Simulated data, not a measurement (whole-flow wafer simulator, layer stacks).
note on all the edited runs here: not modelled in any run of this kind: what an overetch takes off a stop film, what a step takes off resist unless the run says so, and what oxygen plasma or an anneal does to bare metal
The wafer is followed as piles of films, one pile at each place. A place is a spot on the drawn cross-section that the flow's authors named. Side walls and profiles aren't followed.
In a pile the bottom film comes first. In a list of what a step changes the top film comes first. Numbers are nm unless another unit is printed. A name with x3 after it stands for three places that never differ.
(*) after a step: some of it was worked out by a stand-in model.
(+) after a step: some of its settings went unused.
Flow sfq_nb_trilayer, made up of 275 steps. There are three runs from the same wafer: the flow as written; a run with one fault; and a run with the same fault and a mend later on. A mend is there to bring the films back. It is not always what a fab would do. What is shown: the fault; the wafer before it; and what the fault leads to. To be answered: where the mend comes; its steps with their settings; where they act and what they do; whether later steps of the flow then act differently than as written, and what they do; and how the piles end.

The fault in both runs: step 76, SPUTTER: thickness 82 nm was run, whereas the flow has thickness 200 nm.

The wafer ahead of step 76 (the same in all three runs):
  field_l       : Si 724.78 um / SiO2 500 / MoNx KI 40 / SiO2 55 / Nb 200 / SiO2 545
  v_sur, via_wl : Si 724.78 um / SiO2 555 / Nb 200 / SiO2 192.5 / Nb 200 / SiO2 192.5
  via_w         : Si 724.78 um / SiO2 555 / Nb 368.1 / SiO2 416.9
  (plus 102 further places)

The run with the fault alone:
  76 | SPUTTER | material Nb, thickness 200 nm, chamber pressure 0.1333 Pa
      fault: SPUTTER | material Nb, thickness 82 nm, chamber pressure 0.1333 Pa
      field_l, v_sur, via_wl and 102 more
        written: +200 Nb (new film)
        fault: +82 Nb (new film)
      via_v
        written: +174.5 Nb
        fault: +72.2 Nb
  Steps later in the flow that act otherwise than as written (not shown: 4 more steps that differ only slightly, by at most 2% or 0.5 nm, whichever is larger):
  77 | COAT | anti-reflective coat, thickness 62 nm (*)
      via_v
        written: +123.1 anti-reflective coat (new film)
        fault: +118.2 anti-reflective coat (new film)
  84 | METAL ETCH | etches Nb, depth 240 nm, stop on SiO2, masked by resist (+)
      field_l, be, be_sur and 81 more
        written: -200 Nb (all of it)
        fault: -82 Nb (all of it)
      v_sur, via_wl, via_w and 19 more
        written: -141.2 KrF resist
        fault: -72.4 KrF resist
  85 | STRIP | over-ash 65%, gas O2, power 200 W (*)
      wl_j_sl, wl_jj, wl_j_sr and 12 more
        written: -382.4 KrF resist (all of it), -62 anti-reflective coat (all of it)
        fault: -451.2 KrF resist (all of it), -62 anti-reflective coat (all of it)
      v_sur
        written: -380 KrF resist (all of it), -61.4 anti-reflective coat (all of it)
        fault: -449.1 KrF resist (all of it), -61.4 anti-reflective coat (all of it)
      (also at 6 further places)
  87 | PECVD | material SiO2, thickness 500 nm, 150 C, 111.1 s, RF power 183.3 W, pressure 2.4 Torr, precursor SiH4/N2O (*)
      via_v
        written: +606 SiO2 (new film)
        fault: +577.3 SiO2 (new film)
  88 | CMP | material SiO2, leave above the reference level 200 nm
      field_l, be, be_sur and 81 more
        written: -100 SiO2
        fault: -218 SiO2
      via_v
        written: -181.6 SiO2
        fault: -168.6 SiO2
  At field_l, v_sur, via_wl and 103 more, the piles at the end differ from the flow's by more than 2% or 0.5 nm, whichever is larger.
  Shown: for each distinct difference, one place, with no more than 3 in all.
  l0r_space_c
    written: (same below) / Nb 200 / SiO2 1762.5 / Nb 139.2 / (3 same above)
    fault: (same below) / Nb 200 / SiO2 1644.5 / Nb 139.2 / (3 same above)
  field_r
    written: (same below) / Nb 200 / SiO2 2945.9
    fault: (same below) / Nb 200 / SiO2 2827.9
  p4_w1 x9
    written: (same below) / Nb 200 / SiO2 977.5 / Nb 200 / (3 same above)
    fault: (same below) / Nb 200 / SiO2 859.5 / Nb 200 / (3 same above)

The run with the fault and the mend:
  After step 76 comes the mend.
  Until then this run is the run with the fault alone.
  76a | SPUTTER | material Nb, thickness 118 nm, chamber pressure 0.1333 Pa (a further turn of the flow's step 76, with different settings)
      field_l, v_sur, via_wl and 102 more
        +118 Nb
      via_v
        +98.1 Nb
  Every later step of the flow that is run acts as written, at every place that is followed, to within 2% or 0.5 nm, whichever is larger.
  When the end is reached, the piles differ only a little from the flow's at the places that both follow, at most by 2% or 0.5 nm, whichever is larger.
